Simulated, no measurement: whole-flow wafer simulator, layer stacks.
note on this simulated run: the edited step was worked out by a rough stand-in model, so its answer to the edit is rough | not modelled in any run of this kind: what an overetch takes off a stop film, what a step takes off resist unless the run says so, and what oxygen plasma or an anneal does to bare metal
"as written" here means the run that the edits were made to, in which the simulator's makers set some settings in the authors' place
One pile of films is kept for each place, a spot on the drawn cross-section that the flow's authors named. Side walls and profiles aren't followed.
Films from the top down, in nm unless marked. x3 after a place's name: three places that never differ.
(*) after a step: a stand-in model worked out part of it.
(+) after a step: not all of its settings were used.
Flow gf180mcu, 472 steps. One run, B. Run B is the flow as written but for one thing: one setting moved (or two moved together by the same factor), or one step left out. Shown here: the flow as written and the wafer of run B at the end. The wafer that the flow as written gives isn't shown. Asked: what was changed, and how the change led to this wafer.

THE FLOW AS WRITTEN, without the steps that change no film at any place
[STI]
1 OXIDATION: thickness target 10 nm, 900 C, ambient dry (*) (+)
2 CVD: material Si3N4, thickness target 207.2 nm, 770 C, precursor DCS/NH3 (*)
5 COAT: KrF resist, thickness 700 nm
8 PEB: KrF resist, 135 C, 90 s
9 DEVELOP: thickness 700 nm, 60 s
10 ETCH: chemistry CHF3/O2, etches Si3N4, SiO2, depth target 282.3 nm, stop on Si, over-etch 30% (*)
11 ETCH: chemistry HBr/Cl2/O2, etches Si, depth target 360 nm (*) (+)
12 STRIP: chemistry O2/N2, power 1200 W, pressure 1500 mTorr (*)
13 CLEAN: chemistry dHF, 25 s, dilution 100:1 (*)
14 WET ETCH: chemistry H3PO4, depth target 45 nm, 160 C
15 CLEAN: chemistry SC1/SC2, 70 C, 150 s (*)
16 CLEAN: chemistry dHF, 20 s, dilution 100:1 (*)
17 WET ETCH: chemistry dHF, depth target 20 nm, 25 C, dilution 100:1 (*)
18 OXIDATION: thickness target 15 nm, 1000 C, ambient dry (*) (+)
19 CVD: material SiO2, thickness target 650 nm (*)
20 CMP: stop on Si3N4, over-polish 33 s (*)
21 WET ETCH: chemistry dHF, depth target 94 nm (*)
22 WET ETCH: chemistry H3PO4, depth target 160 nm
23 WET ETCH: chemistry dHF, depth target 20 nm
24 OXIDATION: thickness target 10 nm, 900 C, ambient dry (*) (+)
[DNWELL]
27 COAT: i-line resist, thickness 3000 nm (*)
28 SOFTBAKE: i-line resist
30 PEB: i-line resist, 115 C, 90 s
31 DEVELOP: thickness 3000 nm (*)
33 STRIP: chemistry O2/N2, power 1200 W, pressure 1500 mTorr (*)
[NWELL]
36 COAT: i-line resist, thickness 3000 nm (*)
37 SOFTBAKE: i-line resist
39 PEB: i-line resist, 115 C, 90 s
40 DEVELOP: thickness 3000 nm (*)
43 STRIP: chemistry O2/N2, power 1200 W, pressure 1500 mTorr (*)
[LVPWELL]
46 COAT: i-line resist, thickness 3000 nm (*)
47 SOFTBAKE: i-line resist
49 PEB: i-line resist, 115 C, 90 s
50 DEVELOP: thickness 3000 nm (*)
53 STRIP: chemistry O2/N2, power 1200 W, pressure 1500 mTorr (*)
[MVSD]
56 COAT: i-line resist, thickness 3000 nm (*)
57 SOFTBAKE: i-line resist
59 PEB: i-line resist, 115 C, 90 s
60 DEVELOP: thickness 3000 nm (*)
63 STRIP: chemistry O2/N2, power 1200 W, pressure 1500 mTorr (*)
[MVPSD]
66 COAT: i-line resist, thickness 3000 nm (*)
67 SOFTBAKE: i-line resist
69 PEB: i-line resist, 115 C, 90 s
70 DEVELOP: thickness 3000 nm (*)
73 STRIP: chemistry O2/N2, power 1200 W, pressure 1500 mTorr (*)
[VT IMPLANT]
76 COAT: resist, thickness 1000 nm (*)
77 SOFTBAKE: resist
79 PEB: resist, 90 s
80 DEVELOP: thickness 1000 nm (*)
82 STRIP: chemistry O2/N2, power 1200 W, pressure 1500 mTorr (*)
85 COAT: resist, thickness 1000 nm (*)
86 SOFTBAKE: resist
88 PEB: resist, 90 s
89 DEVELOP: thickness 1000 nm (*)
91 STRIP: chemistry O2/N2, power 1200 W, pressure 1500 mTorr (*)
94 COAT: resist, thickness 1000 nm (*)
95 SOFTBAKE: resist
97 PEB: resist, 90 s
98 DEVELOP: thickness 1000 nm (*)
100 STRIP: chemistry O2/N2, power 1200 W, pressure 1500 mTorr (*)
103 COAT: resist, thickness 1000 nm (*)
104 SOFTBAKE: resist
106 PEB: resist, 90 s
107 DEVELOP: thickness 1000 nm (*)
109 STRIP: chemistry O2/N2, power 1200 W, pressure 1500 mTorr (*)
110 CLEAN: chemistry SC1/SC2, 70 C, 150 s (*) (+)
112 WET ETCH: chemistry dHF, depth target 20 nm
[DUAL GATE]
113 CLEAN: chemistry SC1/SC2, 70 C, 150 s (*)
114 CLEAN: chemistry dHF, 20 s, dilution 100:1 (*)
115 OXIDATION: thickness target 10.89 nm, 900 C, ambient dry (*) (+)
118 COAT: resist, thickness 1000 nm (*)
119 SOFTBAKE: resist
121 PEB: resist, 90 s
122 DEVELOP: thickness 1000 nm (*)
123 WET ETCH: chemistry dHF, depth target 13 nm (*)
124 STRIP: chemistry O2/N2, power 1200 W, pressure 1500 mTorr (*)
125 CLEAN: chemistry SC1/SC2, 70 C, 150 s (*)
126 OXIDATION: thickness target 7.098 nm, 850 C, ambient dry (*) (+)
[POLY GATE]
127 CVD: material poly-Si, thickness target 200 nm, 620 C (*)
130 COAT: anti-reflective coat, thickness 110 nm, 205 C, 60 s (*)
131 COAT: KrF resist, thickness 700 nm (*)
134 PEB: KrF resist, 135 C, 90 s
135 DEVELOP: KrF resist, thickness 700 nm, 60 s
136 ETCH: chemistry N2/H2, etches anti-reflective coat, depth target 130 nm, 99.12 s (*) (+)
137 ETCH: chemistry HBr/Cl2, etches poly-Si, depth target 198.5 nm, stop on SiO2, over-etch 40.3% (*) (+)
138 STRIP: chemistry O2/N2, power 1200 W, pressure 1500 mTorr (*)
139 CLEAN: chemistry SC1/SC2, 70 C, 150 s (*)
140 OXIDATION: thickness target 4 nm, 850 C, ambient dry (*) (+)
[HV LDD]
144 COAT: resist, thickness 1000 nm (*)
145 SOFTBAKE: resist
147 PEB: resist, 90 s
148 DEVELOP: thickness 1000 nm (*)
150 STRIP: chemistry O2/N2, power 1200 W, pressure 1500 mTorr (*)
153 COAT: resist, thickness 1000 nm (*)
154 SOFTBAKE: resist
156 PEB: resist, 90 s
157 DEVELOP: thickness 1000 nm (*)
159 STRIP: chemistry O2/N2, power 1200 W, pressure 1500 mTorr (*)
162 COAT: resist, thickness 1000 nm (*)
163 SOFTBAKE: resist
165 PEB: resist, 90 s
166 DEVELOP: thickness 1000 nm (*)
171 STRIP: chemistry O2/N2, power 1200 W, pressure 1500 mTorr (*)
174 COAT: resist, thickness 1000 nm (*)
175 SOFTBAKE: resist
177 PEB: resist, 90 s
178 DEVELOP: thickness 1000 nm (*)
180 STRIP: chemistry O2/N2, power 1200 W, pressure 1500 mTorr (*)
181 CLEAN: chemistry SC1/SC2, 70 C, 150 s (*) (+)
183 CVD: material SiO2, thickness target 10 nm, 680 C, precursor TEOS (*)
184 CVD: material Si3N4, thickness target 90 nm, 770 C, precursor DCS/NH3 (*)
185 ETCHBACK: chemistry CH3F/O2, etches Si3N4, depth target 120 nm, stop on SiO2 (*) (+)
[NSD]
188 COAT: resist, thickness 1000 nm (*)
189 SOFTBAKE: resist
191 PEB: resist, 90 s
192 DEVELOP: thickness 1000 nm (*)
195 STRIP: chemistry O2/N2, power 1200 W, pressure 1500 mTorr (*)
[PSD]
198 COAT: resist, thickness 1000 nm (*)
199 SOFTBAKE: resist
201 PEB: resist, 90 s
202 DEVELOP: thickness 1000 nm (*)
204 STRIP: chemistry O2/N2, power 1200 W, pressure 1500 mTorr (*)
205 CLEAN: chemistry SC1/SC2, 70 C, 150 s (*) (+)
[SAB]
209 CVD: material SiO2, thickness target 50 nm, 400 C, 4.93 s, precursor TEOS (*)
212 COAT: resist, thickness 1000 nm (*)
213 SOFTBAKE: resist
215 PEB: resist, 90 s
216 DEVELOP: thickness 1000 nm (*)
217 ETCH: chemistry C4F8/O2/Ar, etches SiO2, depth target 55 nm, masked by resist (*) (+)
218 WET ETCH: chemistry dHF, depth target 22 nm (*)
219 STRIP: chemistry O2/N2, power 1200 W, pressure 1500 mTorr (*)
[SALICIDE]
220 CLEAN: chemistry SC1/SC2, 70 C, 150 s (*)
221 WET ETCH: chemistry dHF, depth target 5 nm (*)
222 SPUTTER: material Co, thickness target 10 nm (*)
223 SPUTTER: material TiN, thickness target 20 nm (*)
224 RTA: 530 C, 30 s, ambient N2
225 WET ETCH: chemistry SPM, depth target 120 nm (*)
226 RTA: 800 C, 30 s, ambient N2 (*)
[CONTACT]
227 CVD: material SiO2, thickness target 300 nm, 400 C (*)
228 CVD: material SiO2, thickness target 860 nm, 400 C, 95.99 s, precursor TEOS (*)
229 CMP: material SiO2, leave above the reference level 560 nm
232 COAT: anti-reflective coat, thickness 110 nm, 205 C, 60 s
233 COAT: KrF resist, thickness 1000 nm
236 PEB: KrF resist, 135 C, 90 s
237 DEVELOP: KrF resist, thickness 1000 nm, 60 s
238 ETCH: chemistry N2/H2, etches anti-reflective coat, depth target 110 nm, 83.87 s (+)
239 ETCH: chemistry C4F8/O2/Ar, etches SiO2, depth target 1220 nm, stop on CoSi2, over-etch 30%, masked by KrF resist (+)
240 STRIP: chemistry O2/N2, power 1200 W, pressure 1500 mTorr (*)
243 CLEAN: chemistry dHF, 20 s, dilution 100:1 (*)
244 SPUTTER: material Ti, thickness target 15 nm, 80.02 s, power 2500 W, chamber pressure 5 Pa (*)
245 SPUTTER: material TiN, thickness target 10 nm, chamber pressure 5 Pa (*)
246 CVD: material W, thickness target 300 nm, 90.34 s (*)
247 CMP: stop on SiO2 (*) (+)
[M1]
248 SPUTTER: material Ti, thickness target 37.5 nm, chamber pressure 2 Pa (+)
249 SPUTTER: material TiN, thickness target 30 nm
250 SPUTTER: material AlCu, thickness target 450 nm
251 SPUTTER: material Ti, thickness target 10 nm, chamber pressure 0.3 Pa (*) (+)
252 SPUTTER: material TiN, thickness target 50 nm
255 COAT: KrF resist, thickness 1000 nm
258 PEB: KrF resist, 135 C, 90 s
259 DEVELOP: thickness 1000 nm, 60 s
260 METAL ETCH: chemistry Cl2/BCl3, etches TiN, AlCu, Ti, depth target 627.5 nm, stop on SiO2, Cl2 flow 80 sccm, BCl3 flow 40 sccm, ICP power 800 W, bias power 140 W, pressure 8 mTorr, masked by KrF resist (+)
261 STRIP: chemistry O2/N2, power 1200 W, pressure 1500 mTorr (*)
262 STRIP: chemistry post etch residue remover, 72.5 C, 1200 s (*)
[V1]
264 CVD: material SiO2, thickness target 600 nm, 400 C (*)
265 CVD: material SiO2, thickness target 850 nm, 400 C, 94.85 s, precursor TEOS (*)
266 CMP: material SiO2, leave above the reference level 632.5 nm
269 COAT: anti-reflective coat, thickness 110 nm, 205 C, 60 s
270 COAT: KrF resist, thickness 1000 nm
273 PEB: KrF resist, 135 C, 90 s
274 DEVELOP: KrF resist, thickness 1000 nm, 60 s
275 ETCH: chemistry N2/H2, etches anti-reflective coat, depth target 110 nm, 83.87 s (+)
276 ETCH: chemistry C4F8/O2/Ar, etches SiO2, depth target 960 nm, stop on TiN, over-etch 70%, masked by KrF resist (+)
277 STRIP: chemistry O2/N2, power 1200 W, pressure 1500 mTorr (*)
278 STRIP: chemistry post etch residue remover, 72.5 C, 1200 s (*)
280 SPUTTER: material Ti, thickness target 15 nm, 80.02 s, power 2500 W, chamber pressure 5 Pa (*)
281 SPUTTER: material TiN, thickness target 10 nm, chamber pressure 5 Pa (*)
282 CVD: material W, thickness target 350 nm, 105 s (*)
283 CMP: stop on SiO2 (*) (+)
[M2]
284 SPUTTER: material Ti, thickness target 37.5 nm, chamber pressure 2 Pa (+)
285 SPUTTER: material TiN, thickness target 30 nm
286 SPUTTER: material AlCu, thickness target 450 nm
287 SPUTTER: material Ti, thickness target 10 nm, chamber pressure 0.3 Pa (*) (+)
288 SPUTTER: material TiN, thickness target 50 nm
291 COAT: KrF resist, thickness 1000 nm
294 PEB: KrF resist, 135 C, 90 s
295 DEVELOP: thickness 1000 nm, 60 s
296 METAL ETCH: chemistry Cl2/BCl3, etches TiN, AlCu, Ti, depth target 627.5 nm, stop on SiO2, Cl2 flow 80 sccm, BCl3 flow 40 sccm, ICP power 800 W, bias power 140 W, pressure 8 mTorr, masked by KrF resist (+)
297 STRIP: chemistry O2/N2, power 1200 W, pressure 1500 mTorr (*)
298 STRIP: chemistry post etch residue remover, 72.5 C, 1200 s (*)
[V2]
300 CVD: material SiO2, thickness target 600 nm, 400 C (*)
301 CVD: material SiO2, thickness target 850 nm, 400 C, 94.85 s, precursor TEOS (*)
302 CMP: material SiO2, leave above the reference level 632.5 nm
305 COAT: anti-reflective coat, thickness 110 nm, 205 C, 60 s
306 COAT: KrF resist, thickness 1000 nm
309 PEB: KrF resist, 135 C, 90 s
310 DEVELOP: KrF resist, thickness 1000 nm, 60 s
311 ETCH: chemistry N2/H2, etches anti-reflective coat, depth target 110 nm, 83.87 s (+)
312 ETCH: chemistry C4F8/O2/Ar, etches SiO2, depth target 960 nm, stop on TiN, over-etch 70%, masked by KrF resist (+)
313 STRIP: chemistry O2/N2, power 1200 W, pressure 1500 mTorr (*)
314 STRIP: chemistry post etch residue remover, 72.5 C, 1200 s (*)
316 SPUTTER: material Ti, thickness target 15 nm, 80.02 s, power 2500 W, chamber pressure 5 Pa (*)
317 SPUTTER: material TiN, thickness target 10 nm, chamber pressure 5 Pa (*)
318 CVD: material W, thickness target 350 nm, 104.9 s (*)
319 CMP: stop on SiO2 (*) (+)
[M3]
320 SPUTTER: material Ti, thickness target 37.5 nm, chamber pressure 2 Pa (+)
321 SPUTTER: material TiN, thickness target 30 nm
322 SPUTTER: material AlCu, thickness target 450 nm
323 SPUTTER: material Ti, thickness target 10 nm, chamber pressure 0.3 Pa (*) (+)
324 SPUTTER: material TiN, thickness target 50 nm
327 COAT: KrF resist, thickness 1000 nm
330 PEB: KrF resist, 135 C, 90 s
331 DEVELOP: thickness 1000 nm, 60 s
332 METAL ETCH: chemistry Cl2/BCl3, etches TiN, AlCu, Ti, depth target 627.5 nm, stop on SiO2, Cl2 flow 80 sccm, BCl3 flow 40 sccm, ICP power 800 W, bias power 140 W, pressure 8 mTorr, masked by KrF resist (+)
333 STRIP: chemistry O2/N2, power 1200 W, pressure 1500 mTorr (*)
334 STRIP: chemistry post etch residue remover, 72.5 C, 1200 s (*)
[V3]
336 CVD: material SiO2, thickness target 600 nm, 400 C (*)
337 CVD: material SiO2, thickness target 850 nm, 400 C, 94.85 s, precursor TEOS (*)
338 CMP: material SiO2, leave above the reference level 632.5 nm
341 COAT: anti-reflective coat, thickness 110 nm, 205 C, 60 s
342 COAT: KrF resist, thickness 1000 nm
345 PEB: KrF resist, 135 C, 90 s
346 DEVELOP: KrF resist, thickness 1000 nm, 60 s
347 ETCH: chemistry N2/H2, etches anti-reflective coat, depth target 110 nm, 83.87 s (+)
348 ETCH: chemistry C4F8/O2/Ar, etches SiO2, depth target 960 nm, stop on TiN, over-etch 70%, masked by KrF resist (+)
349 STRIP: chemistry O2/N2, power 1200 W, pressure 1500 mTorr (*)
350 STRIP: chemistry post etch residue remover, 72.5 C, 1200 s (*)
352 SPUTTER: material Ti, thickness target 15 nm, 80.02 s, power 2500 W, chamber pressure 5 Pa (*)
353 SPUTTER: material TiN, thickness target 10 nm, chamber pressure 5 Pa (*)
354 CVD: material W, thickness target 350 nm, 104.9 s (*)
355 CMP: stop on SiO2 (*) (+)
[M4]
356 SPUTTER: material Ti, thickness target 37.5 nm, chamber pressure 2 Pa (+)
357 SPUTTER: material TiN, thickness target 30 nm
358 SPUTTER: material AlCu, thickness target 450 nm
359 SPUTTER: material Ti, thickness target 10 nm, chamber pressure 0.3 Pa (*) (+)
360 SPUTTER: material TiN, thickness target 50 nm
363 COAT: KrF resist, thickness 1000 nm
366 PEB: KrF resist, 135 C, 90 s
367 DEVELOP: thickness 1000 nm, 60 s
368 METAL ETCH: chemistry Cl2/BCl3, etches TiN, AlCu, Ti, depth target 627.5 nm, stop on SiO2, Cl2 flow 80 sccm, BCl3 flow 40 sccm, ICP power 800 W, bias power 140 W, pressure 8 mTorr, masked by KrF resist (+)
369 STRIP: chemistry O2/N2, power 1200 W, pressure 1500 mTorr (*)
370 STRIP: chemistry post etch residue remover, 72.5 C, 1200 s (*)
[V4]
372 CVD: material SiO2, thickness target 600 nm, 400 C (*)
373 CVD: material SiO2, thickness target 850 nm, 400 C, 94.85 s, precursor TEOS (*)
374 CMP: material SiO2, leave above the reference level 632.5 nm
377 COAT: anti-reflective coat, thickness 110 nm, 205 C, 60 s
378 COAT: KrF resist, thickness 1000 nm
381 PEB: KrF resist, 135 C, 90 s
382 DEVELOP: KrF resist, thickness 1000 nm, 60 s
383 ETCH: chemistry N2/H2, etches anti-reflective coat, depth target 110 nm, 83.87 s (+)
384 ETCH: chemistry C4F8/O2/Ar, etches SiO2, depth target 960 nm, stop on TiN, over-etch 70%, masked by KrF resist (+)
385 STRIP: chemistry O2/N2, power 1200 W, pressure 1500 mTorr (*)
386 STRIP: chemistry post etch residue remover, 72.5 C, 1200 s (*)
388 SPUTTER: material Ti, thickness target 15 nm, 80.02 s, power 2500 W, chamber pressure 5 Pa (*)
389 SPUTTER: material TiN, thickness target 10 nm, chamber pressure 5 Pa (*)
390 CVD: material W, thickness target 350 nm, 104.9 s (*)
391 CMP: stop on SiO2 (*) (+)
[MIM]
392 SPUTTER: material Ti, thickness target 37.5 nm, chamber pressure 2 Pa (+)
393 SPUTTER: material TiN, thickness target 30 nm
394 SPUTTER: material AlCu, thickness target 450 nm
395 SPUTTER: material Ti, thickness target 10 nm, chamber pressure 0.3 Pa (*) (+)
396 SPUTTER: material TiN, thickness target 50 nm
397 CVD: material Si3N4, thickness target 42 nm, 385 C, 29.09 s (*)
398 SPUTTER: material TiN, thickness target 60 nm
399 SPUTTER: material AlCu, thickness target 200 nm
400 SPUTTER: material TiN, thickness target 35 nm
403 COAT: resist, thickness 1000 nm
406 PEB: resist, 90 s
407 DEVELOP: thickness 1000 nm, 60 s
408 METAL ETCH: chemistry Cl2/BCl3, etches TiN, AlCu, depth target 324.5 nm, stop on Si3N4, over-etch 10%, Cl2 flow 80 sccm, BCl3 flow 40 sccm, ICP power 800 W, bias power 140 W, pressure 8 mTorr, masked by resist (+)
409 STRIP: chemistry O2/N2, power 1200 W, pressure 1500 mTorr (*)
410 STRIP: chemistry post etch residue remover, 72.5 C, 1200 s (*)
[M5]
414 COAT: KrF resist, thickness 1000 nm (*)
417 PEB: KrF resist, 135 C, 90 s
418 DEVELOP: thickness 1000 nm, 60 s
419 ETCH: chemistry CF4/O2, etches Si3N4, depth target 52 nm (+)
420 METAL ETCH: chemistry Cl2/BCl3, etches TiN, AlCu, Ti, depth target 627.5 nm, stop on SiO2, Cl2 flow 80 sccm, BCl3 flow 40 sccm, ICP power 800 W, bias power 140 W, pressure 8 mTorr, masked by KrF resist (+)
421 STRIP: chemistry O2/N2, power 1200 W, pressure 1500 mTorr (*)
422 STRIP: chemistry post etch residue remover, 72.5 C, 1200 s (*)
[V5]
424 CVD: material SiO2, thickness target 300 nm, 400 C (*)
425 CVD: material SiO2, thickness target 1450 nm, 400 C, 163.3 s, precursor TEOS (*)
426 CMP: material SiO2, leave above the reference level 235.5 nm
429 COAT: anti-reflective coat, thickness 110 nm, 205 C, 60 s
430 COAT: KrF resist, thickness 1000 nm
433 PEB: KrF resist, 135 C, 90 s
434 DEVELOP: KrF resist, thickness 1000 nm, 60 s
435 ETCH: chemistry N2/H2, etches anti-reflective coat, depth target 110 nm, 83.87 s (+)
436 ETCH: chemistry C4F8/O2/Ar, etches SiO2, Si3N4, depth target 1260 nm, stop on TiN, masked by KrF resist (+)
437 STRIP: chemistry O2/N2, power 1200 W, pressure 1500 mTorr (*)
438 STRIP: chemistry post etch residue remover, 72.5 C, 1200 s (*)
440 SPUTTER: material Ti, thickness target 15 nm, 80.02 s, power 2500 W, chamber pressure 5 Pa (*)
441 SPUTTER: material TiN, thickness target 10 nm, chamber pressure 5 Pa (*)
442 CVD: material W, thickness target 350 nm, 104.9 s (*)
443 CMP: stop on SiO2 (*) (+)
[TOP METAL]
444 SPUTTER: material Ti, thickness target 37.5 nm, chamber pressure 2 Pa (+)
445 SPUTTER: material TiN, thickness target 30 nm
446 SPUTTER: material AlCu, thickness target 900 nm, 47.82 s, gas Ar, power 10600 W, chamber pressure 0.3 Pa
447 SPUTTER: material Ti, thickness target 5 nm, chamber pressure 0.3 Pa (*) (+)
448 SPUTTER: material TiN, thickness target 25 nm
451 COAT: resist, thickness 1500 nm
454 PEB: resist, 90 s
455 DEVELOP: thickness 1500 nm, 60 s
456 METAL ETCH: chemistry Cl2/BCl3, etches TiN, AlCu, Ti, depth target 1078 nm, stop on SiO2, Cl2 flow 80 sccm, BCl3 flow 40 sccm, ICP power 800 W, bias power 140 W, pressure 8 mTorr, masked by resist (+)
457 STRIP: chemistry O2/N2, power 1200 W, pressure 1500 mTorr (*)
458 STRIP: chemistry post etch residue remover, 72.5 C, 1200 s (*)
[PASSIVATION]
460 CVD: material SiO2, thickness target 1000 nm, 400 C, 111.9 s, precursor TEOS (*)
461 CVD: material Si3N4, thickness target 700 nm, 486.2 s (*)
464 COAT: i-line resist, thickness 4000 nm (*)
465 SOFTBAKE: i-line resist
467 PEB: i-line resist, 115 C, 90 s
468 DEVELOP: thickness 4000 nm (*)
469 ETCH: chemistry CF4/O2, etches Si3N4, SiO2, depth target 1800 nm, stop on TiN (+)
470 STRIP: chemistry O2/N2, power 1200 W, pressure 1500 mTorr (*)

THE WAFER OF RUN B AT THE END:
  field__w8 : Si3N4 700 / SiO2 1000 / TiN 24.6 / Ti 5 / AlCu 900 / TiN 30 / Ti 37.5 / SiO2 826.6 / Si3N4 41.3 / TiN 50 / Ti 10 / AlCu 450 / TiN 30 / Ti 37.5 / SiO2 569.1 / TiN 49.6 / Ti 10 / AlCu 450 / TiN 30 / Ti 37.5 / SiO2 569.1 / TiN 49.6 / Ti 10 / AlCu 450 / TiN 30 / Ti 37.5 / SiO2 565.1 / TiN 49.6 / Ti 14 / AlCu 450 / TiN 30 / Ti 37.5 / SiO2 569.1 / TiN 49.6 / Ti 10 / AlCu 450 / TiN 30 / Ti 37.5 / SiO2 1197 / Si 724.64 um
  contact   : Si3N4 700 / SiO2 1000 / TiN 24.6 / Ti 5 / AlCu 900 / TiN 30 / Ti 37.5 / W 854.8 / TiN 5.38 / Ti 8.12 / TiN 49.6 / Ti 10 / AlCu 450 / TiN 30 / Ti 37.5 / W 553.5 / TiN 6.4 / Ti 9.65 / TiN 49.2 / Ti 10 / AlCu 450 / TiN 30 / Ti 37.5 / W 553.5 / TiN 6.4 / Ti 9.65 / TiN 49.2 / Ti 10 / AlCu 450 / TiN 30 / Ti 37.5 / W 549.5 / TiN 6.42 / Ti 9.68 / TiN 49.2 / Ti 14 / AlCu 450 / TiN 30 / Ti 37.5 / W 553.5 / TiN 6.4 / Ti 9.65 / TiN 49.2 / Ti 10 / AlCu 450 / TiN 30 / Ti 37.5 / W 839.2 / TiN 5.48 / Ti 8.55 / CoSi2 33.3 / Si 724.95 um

The cause: step 287, SPUTTER: thickness target 14 nm was run, where the flow has thickness target 10 nm.
It can be read off the wafer: field__w8 has Ti 14, and step 287 as written asks for 10 nm.

How the change led to this, step by step:
  287 SPUTTER: material Ti, thickness target 10 nm, chamber pressure 0.3 Pa (*) (+)
      field, field__w1, field__w2 and 108 more: Ti +14 (new film) (as written it would be: Ti +10 (new film))
  296 METAL ETCH: chemistry Cl2/BCl3, etches TiN, AlCu, Ti, depth target 627.5 nm, stop on SiO2, Cl2 flow 80 sccm, BCl3 flow 40 sccm, ICP power 800 W, bias power 140 W, pressure 8 mTorr, masked by KrF resist (+)
      field, field__w1, field__w2 and 103 more: TiN -50 (all of it), Ti -14 (all of it), AlCu -450 (all of it), TiN -30 (all of it), Ti -37.5 (all of it) (as written it would be: TiN -50 (all of it), Ti -10 (all of it), AlCu -450 (all of it), TiN -30 (all of it), Ti -37.5 (all of it))
